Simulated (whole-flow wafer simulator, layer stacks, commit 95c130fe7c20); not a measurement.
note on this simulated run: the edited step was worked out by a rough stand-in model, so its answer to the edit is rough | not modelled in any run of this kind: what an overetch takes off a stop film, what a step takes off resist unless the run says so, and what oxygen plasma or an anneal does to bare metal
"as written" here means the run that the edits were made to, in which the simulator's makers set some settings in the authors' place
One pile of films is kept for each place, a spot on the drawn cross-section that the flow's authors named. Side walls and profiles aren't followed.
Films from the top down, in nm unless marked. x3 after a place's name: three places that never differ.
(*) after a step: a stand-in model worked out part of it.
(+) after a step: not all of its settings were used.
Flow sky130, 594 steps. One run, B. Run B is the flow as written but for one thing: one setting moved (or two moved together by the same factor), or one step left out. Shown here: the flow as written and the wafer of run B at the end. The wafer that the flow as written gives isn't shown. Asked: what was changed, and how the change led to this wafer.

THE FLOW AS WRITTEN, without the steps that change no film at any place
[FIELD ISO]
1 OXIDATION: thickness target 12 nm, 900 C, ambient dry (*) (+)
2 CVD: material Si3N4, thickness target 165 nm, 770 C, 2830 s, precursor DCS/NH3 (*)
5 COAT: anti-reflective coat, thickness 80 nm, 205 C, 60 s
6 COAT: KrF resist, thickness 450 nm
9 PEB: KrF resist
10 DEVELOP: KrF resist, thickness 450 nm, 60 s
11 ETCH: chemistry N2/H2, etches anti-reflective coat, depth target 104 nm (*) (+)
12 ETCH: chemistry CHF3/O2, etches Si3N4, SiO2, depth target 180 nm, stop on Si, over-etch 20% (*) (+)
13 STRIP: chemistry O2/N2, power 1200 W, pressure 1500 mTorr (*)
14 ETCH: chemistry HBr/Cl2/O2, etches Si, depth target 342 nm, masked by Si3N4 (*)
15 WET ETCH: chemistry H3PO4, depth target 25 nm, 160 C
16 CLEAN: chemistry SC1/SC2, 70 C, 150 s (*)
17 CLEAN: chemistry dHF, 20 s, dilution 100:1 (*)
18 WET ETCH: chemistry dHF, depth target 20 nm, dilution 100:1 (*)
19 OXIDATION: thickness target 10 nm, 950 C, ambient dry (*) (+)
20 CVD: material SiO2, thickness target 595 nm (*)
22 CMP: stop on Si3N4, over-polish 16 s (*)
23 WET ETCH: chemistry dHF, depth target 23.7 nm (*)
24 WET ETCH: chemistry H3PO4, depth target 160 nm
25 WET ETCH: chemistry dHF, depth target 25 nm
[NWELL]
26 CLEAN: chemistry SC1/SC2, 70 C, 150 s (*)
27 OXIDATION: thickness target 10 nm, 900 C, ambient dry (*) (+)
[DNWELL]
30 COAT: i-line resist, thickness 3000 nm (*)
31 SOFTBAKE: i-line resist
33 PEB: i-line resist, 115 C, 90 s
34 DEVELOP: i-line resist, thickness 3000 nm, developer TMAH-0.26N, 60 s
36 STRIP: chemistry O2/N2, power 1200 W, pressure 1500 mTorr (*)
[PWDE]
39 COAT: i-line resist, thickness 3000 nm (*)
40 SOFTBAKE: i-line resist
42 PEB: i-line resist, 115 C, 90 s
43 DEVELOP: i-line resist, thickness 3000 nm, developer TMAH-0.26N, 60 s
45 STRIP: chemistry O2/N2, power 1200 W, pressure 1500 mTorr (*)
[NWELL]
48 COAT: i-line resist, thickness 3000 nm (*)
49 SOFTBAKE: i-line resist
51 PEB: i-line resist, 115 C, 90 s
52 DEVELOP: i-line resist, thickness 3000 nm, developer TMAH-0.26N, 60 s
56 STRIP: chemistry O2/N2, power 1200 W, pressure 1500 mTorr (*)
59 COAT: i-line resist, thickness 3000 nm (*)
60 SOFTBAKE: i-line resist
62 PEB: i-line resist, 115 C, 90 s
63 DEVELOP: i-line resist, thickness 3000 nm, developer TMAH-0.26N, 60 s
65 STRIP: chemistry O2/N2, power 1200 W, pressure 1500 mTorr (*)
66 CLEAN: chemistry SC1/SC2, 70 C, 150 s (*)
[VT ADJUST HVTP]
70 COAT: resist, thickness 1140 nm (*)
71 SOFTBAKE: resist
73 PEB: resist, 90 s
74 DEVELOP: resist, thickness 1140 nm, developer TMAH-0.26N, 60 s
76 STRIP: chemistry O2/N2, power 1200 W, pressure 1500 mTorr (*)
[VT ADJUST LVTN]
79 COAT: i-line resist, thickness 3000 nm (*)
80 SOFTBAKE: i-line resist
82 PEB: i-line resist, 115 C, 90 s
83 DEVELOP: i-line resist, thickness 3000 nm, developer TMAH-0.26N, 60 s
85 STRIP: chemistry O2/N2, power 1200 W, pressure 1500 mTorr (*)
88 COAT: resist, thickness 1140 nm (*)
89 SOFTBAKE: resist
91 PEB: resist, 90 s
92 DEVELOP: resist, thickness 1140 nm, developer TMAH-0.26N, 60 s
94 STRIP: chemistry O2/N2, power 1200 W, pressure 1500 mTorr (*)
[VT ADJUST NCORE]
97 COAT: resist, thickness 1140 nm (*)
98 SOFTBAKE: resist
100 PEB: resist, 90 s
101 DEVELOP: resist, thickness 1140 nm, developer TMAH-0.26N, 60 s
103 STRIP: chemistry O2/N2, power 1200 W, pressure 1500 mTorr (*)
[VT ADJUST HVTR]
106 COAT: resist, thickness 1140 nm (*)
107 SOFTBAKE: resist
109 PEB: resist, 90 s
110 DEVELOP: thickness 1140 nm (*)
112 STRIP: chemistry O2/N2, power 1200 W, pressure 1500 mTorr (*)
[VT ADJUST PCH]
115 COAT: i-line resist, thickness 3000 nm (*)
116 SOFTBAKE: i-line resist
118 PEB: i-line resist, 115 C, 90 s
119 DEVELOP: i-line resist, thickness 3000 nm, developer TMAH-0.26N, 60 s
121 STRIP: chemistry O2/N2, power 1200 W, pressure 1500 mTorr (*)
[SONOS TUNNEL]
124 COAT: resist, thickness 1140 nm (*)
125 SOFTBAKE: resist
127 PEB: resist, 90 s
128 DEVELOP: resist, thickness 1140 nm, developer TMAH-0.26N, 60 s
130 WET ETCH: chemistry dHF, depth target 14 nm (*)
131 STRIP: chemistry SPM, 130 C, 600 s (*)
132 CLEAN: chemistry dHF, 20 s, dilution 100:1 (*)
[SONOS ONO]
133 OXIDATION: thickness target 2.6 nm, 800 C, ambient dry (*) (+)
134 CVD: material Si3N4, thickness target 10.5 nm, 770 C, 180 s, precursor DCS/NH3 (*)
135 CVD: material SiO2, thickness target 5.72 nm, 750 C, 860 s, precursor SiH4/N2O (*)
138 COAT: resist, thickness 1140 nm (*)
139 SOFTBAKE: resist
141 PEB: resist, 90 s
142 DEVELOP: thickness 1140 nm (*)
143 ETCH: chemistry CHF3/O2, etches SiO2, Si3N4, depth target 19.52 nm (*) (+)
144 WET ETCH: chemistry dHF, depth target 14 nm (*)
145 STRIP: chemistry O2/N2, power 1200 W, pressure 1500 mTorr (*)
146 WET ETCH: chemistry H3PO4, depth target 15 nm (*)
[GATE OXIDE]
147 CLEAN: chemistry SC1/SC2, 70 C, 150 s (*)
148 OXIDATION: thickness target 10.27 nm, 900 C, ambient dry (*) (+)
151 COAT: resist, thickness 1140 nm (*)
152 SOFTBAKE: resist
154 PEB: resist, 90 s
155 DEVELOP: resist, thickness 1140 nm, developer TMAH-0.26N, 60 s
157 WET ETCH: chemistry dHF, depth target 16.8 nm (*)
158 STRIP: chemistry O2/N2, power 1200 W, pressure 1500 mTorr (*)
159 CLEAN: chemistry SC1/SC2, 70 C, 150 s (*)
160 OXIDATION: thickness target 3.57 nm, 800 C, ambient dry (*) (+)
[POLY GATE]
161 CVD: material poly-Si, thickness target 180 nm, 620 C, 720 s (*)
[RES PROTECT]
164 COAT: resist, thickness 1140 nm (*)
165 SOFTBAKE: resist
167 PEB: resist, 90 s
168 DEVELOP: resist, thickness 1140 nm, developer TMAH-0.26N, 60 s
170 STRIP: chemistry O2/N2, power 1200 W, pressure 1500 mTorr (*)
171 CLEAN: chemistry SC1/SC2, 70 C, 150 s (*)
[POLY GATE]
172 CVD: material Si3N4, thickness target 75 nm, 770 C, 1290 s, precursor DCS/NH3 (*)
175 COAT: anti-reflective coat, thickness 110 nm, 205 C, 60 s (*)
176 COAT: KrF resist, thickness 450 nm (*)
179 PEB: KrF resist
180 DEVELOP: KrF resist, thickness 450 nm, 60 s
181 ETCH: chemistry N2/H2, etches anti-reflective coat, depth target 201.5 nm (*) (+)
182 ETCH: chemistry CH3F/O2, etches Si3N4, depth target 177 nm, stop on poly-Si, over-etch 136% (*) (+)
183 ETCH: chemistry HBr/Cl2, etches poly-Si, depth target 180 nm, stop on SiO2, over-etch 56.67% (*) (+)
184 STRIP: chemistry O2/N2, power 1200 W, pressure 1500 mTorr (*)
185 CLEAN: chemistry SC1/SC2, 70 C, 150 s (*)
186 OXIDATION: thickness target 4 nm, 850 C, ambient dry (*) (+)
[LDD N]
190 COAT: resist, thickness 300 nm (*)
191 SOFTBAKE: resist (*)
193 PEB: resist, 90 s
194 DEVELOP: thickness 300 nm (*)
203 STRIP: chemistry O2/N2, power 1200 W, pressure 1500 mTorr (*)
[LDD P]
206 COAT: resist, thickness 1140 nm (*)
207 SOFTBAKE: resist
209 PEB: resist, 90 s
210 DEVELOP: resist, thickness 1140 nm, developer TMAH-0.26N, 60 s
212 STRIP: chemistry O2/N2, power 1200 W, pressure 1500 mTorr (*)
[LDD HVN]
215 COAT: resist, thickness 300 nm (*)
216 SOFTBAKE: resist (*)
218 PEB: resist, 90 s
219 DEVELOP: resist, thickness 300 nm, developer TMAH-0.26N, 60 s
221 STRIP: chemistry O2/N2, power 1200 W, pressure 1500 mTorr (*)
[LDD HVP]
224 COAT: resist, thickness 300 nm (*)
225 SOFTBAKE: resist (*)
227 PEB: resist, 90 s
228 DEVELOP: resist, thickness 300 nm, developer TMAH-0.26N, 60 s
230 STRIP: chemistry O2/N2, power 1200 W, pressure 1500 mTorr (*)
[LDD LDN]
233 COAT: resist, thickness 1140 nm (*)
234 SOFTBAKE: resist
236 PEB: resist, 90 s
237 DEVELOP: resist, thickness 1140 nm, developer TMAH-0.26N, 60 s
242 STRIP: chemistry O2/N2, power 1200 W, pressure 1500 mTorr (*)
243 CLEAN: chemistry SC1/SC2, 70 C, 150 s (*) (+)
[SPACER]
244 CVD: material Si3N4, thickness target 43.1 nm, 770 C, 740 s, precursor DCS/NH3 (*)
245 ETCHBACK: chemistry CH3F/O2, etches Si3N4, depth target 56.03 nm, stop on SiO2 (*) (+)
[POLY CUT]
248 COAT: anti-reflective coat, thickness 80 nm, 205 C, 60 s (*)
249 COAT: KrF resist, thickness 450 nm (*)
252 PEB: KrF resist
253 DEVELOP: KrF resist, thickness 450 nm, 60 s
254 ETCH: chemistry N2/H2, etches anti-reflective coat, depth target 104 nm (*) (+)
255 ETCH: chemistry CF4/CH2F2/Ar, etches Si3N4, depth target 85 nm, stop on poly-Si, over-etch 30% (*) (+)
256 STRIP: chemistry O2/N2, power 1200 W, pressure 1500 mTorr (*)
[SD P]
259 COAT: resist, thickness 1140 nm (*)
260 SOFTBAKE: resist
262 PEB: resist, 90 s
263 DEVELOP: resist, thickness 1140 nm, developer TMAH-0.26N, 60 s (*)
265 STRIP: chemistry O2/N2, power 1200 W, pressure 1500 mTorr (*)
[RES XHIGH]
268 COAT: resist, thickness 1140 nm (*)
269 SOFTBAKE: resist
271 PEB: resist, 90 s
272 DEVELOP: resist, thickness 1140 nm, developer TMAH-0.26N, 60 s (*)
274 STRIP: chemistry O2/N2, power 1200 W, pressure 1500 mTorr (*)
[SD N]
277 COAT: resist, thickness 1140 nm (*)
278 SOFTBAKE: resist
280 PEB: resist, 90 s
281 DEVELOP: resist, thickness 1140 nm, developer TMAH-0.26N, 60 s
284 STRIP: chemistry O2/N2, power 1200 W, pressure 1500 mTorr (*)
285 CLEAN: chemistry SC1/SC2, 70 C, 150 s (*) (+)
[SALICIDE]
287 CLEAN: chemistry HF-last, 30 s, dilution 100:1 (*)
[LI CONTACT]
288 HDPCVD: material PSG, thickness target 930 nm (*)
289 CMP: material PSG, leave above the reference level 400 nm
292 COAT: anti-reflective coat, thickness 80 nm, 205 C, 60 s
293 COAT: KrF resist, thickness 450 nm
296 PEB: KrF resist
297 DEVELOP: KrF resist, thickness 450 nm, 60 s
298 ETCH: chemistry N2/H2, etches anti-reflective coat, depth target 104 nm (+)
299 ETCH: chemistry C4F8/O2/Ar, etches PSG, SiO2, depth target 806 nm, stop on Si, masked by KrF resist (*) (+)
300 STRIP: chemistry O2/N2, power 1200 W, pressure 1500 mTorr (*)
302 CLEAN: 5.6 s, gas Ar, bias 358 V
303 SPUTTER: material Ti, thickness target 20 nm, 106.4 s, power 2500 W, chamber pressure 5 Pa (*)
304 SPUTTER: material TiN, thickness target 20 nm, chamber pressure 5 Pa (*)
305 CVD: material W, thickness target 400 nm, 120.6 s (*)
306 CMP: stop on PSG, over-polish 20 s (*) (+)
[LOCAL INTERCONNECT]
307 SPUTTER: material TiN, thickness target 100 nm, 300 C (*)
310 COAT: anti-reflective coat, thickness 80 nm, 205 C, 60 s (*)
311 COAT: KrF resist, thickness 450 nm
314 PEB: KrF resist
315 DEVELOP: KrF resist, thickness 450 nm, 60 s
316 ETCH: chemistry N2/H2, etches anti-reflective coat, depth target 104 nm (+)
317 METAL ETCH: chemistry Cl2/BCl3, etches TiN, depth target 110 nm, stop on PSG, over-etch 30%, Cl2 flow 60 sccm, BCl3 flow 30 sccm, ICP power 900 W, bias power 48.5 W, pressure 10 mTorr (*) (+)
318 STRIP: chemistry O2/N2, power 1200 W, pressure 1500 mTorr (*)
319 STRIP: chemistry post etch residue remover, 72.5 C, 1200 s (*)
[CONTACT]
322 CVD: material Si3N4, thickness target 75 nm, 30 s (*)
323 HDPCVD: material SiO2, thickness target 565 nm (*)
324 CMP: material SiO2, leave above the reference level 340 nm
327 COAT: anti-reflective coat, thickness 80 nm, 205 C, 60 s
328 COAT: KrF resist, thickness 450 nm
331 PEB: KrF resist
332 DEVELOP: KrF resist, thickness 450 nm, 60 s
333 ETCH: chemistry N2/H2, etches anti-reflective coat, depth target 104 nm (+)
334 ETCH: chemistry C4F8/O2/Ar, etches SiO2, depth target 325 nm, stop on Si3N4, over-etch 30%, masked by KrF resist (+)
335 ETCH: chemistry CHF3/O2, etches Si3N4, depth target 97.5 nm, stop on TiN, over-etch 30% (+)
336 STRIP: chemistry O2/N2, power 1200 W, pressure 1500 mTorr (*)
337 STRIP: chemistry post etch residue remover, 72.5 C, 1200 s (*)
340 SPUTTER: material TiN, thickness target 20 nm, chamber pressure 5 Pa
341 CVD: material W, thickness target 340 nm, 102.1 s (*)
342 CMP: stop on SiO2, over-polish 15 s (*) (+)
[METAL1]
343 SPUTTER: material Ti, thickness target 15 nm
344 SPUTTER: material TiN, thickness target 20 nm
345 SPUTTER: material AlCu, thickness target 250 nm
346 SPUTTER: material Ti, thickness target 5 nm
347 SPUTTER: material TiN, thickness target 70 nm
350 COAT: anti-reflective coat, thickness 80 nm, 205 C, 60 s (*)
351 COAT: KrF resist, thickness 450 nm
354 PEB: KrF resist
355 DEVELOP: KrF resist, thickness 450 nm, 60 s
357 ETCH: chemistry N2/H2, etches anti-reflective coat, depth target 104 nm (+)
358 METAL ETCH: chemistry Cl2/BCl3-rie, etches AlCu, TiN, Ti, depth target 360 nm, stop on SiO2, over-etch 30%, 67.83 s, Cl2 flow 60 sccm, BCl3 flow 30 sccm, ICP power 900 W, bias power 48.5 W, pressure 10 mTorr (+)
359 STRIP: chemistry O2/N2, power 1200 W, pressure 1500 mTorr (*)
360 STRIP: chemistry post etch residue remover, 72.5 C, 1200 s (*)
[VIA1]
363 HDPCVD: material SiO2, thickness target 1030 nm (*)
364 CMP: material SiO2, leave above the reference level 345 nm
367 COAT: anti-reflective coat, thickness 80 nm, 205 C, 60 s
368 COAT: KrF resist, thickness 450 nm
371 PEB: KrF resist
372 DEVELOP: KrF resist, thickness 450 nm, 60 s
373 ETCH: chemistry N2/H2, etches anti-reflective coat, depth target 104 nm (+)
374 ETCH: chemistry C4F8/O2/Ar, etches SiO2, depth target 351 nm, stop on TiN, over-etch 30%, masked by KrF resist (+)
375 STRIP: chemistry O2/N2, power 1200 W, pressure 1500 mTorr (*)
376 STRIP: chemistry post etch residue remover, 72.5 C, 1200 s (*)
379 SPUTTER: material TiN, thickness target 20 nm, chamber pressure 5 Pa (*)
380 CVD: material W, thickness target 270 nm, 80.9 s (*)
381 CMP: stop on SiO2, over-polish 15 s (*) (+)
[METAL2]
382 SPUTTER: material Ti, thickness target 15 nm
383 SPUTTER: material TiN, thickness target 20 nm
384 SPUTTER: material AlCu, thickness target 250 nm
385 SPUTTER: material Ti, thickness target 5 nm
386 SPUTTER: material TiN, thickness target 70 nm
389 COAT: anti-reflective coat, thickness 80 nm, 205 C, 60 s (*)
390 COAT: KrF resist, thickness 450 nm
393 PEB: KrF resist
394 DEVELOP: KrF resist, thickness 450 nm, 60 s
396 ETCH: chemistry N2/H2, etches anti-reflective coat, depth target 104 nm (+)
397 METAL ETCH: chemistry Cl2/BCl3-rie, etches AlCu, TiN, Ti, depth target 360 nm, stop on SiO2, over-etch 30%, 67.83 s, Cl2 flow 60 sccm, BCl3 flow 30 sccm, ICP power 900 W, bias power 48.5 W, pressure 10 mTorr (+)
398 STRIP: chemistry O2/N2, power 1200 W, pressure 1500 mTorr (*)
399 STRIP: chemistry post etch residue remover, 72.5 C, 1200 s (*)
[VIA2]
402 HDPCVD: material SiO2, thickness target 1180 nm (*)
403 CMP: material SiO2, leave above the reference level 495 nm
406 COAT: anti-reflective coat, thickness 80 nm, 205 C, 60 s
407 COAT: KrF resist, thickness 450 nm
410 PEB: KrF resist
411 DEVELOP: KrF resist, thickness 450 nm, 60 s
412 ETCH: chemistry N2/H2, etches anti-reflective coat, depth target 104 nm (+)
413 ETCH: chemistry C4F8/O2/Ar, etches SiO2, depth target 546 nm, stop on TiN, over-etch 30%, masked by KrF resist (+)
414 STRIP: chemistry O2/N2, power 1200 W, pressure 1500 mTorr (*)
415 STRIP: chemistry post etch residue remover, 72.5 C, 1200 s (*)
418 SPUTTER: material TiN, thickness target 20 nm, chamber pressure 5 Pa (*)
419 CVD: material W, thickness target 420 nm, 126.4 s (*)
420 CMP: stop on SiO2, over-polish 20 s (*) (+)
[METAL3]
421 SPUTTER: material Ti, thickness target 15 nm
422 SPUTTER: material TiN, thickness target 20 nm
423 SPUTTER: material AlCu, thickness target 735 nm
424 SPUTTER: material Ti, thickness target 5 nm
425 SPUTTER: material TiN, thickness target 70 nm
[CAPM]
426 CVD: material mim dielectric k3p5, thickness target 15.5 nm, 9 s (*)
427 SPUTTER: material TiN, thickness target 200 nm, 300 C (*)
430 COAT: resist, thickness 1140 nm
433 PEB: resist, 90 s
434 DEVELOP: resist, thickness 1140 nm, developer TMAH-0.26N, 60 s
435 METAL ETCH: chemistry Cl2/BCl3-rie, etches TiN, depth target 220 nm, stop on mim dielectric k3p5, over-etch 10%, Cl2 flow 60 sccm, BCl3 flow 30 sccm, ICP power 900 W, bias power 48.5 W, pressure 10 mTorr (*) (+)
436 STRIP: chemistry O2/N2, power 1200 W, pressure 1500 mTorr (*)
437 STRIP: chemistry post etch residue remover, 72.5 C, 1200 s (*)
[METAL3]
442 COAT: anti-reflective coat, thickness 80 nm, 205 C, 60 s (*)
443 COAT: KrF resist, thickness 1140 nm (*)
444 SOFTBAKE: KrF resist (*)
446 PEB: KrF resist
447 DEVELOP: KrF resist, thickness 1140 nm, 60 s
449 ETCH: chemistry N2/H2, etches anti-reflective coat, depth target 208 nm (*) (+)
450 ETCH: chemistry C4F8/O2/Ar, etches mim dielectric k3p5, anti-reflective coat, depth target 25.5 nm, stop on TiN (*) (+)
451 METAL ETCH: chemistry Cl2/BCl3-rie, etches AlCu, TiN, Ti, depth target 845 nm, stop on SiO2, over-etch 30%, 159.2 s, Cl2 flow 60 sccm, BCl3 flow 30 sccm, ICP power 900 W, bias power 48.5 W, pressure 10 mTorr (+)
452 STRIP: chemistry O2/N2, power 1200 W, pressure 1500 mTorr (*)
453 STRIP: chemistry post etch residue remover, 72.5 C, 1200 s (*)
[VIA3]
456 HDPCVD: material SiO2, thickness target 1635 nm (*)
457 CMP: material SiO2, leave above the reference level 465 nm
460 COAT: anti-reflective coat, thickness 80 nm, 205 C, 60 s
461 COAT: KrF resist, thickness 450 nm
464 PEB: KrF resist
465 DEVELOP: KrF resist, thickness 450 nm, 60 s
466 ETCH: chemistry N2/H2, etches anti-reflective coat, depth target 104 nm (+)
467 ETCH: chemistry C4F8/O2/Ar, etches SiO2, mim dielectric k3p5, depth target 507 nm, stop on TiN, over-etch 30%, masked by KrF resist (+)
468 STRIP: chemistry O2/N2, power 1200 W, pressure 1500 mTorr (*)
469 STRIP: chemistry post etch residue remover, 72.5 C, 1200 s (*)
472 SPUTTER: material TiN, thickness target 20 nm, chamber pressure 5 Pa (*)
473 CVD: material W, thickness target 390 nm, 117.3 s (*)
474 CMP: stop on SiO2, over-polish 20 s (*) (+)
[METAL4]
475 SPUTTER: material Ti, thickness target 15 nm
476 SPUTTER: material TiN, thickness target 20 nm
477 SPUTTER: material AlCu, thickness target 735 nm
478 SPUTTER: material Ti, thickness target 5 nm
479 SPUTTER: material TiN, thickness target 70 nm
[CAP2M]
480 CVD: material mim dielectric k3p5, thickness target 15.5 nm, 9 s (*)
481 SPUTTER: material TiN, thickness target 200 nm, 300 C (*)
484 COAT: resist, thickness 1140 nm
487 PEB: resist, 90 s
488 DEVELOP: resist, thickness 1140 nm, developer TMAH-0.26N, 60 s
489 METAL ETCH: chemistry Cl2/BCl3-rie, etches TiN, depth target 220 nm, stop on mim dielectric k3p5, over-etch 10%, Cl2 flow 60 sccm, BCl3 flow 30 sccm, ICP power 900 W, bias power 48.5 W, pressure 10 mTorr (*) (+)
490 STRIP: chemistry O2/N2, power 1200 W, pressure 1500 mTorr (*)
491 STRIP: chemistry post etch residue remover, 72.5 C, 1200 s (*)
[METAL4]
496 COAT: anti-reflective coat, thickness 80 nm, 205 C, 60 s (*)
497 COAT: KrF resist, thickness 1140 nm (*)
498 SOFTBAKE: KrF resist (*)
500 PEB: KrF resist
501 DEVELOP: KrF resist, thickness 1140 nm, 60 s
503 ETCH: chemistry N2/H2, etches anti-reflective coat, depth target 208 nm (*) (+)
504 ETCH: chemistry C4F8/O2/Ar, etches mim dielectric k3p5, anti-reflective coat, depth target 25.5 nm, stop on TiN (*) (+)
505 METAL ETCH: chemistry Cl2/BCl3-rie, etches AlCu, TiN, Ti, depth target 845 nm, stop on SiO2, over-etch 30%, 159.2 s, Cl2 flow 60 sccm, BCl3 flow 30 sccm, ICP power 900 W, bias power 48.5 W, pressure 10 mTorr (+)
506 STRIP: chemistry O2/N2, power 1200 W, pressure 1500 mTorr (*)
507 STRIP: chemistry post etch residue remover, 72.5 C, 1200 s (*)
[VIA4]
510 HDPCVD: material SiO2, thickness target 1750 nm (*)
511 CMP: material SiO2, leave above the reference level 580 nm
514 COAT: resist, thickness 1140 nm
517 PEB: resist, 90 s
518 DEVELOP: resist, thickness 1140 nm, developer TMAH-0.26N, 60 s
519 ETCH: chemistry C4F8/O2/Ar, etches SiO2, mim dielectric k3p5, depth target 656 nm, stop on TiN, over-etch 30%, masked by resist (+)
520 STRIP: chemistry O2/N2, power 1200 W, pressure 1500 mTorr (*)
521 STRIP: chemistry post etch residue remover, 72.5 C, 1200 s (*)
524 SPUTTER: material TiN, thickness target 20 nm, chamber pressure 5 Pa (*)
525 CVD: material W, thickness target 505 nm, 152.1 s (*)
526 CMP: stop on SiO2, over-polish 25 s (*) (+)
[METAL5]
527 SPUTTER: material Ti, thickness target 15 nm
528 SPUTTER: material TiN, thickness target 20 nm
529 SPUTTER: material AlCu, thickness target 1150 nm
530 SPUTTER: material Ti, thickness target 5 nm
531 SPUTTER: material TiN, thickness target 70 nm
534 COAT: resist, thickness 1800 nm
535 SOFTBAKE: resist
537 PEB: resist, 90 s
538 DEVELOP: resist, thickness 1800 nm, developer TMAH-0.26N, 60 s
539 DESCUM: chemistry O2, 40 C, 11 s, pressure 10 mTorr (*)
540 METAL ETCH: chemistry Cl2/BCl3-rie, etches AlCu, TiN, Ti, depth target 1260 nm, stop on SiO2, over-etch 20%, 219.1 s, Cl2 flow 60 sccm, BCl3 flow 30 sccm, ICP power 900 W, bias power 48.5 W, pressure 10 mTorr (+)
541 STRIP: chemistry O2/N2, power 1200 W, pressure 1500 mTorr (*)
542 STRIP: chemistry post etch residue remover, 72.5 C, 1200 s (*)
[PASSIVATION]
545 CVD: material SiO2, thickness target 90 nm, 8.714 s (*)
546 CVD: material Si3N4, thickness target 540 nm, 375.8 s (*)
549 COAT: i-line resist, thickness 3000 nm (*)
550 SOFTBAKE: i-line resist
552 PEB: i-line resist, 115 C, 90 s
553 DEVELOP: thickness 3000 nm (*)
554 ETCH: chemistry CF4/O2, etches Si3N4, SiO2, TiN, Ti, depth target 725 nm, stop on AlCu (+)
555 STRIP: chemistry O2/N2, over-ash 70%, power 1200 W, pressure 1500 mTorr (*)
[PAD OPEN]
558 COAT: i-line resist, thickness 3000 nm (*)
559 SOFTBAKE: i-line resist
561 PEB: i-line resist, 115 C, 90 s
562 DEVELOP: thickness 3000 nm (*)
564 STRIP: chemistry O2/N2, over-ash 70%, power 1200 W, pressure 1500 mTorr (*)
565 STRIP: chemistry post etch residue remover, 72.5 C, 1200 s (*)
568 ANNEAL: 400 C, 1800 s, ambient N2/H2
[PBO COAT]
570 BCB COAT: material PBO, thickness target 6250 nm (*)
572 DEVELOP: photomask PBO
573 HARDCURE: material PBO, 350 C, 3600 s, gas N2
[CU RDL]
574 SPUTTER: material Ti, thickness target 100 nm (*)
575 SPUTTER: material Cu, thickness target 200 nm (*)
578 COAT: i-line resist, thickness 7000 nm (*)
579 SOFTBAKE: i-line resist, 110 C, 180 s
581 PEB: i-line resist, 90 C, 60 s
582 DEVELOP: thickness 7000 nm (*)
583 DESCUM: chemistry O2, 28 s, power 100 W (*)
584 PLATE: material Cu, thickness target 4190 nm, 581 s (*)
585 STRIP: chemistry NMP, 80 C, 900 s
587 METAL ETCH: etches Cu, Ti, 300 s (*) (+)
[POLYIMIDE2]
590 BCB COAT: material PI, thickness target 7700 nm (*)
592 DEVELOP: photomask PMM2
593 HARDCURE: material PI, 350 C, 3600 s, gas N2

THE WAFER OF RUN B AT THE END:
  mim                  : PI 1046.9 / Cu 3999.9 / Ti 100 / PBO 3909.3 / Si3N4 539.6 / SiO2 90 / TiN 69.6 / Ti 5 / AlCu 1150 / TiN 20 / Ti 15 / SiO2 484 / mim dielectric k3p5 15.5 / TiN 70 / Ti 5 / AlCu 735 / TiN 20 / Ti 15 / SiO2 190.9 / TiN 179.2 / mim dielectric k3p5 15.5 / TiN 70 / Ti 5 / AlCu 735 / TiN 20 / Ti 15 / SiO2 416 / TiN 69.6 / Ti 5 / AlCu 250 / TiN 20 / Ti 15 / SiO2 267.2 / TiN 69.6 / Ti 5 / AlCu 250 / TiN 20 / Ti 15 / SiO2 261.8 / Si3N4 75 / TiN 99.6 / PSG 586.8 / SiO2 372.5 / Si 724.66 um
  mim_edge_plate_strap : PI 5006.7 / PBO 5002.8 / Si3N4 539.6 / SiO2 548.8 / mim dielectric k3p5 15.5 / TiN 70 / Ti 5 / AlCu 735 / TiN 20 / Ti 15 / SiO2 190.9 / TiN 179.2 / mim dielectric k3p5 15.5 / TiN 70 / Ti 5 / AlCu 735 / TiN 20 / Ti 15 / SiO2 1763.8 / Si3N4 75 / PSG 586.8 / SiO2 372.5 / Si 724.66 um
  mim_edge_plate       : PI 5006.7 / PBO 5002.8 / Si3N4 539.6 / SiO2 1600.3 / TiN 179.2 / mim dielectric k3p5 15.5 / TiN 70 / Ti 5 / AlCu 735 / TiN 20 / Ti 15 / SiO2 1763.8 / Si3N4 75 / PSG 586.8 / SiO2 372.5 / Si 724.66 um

The cause: step 427, SPUTTER: thickness target 180 nm was run, where the flow has thickness target 200 nm.

How the change led to this, step by step:
  427 SPUTTER: material TiN, thickness target 200 nm, 300 C (*)
      field, active, n_well and 188 more: TiN +180 (new film) (as written it would be: TiN +200 (new film))
  435 METAL ETCH: chemistry Cl2/BCl3-rie, etches TiN, depth target 220 nm, stop on mim dielectric k3p5, over-etch 10%, Cl2 flow 60 sccm, BCl3 flow 30 sccm, ICP power 900 W, bias power 48.5 W, pressure 10 mTorr (*) (+)
      field, active, n_well and 185 more: TiN -180 (all of it) (as written it would be: TiN -200 (all of it))
      mim, mim_edge_plate_strap, mim_edge_plate: resist -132 (as written it would be: resist -146.7)
  442 COAT: anti-reflective coat, thickness 80 nm, 205 C, 60 s (*)
      poly_licon, rpo_hd_licon: anti-reflective coat +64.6 (new film) (as written it would be: anti-reflective coat +58.9 (new film))
      mim: anti-reflective coat +33.7 (new film) (as written it would be: anti-reflective coat +38 (new film))
      (and at 4 more places)
  449 ETCH: chemistry N2/H2, etches anti-reflective coat, depth target 208 nm (*) (+)
      poly_licon, rpo_hd_licon: anti-reflective coat -64.6 (all of it) (as written it would be: anti-reflective coat -58.9 (all of it))
      rpo_hd: anti-reflective coat -64.8 (all of it) (as written it would be: anti-reflective coat -61.7 (all of it))
      (and at 2 more places)
  452 STRIP: chemistry O2/N2, power 1200 W, pressure 1500 mTorr (*)
      mim_edge_plate_strap, mim_edge_plate: KrF resist -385 (all of it), anti-reflective coat -3 (all of it) (as written it would be: KrF resist -365.2 (all of it), anti-reflective coat -3 (all of it))
      mim: KrF resist -393.3 (all of it), anti-reflective coat -33.7 (all of it) (as written it would be: KrF resist -375.2 (all of it), anti-reflective coat -38 (all of it))
      (and at 1 more place)
